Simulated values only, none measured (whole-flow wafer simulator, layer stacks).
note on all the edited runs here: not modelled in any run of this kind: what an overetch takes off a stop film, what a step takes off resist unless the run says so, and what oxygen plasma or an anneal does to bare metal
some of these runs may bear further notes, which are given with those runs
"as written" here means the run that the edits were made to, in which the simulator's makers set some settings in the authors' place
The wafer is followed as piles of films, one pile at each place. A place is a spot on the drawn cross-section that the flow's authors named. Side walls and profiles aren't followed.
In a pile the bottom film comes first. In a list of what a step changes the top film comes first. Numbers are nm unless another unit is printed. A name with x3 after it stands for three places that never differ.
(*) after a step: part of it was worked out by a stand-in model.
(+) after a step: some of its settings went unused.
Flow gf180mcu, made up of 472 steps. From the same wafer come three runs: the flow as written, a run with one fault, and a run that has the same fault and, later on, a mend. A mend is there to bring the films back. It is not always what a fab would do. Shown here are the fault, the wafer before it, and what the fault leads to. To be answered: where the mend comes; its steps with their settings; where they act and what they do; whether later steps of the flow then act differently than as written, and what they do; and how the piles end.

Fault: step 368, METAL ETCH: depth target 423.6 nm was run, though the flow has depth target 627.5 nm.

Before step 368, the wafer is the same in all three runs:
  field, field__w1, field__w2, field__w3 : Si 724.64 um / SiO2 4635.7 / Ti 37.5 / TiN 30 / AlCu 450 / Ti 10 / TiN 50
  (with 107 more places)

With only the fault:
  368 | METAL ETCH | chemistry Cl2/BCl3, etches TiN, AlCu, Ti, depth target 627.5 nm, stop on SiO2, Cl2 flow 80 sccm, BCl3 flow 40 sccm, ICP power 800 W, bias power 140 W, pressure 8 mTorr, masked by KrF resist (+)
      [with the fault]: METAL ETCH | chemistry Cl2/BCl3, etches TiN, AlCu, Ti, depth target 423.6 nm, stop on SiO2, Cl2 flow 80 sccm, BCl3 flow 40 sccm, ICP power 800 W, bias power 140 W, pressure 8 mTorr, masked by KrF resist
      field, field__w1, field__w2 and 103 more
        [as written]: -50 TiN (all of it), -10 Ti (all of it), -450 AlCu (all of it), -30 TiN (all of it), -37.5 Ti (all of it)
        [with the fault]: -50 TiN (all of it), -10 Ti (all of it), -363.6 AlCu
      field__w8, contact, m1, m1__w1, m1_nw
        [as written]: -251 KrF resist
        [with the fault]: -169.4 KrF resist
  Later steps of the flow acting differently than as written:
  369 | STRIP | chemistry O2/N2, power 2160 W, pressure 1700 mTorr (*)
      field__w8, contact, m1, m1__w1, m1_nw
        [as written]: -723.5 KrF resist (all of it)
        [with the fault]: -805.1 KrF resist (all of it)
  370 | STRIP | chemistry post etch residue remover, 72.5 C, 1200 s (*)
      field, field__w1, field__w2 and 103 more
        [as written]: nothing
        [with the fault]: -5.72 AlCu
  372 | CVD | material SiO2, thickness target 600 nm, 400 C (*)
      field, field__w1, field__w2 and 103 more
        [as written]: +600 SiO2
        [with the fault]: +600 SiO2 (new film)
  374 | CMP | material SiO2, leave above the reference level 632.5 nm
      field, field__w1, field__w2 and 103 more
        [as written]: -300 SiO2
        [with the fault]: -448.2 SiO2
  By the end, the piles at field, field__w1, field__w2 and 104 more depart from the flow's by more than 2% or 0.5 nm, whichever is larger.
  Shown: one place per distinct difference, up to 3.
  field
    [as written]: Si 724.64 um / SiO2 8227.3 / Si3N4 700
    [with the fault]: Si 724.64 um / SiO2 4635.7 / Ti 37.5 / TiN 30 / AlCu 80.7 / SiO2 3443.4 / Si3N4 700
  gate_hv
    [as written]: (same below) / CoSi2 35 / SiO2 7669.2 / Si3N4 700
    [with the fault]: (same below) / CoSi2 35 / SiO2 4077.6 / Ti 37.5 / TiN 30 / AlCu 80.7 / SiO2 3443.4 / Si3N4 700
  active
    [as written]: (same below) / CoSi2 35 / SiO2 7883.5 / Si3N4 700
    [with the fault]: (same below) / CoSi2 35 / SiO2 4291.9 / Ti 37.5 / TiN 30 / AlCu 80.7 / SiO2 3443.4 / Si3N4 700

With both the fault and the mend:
  The mend stands after step 370.
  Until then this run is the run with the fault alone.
  370a | DEHYDRATE | 200 C, 60 s (the flow's step 361, run once more)
      leaves every film unchanged at each place that is followed
  370b | HMDS | 120 C, 60 s (the flow's step 362, run once more)
      leaves every film unchanged at each place that is followed
  370c | COAT | KrF resist, thickness 1000 nm (*) (the flow's step 363, run once more)
      iso_ptap_pw, iso_ntap_nw, iso_nw_fld and 33 more
        +1000 KrF resist (new film)
      field__w1, field__w2, field__w3 and 17 more
        +1002.8 KrF resist (new film)
      field_sub__w2, field_sub__w4, ld_acc_p and 8 more
        +1002.7 KrF resist (new film)
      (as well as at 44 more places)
  370d | SOFTBAKE | KrF resist (the flow's step 364, run once more)
      leaves every film unchanged at each place that is followed
  370e | EXPOSE | photomask Metal4 (the flow's step 365, run once more)
      leaves every film unchanged at each place that is followed
  370f | PEB | KrF resist, 135 C, 90 s (the flow's step 366, run once more)
      field__w1, field__w2, field__w3 and 56 more
        -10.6 KrF resist
      iso_ptap_pw, iso_ntap_nw, iso_nw_fld and 33 more
        -10.5 KrF resist
      gate_hv, sd_p, nw_sep_fld, polyc_n, polyc_n_rim
        -10.7 KrF resist
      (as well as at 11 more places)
  370g | DEVELOP | thickness 1000 nm, 60 s (the flow's step 367, run once more)
      iso_ptap_pw, iso_ntap_nw, iso_nw_fld and 33 more
        -989.5 KrF resist (all of it)
      field__w1, field__w2, field__w3 and 13 more
        -992.3 KrF resist (all of it)
      field_sub__w2, field_sub__w4, ld_drn_n and 7 more
        -992.1 KrF resist (all of it)
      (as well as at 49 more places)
  370h | METAL ETCH | chemistry Cl2/BCl3, etches TiN, AlCu, Ti, depth target 203.9 nm, stop on SiO2, Cl2 flow 80 sccm, BCl3 flow 40 sccm, ICP power 800 W, bias power 140 W, pressure 8 mTorr, masked by KrF resist (+) (the flow's step 368, run once more with other settings)
      field, field__w1, field__w2 and 103 more
        -80.7 AlCu (all of it), -30 TiN (all of it), -37.5 Ti (all of it)
      field__w8, contact, m1, m1__w1, m1_nw
        -81.6 KrF resist
  370i | STRIP | chemistry O2/N2, power 2160 W, pressure 1700 mTorr (*) (the flow's step 369, run once more)
      field__w8
        -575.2 KrF resist (all of it)
      contact
        -573.2 KrF resist (all of it)
      m1
        -575.7 KrF resist (all of it)
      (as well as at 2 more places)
  370j | STRIP | chemistry post etch residue remover, 72.5 C, 1200 s (*) (the flow's step 370, run once more)
      field__w8, contact, m1, m1__w1, m1_nw
        -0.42 TiN
  Every later step of the flow that is run acts as written, at every place that is followed, to within 2% or 0.5 nm, whichever is larger.
  When the end is reached, the piles differ only a little from the flow's at the places that both follow, at most by 2% or 0.5 nm, whichever is larger.
